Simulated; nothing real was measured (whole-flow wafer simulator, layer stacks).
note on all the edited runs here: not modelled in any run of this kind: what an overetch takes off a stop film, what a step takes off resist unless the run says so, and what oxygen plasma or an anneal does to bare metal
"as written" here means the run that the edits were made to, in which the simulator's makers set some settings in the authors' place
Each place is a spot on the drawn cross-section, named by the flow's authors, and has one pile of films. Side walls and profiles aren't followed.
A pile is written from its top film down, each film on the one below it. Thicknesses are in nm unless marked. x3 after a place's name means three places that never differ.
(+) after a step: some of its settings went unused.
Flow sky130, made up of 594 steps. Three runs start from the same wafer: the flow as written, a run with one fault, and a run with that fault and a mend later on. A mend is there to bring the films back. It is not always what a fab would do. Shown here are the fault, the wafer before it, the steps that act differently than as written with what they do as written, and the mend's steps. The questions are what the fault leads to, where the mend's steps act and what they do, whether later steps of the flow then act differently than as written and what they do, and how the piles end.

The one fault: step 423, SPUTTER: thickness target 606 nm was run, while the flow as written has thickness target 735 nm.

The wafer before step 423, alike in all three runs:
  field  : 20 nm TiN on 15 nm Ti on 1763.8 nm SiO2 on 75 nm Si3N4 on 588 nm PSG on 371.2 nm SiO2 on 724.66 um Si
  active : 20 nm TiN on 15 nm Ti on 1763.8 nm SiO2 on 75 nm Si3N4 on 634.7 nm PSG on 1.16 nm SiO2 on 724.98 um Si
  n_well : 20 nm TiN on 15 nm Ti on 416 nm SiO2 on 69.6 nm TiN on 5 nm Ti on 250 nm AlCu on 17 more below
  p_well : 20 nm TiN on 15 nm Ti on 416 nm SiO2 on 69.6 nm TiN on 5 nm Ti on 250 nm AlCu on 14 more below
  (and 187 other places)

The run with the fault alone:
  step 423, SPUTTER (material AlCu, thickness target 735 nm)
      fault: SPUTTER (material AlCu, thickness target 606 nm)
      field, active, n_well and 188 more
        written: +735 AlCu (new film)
        fault: +606 AlCu (new film)
  Steps later in the flow that act otherwise than as written (6 more steps, not shown, differ only slightly: by at most 2% or 0.5 nm, whichever is larger):
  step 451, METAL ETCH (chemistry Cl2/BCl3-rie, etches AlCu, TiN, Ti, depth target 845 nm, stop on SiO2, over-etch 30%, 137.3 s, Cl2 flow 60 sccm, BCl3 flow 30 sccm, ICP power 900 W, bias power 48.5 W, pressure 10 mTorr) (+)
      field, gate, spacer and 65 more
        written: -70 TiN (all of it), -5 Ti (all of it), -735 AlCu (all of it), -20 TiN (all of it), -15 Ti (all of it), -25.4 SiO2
        fault: -70 TiN (all of it), -5 Ti (all of it), -606 AlCu (all of it), -20 TiN (all of it), -15 Ti (all of it), -38.2 SiO2
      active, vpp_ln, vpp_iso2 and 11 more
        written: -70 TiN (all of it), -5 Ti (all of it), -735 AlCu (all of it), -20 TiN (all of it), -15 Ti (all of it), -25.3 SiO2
        fault: -70 TiN (all of it), -5 Ti (all of it), -606 AlCu (all of it), -20 TiN (all of it), -15 Ti (all of it), -38.2 SiO2
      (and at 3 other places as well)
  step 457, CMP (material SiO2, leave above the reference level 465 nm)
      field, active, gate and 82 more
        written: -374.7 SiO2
        fault: -490.8 SiO2
  At field, active, n_well and 190 more, the piles at the end differ from the flow's by more than 2% or 0.5 nm, whichever is larger.
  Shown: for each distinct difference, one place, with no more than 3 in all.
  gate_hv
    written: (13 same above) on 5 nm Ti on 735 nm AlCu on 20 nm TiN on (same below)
    fault: (13 same above) on 5 nm Ti on 606 nm AlCu on 20 nm TiN on (same below)
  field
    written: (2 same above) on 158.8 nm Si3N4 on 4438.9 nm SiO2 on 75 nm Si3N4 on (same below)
    fault: (2 same above) on 158.8 nm Si3N4 on 4309.9 nm SiO2 on 75 nm Si3N4 on (same below)
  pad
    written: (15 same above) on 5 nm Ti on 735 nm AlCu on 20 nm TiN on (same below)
    fault: (15 same above) on 5 nm Ti on 606 nm AlCu on 20 nm TiN on (same below)

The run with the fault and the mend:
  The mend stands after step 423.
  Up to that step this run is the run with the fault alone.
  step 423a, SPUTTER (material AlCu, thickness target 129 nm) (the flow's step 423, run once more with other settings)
      field, active, n_well and 188 more
        +129 AlCu
  Every later step of the flow that is run acts as written at every place that is followed.
  By the end, the piles equal the flow's at every place that both follow.
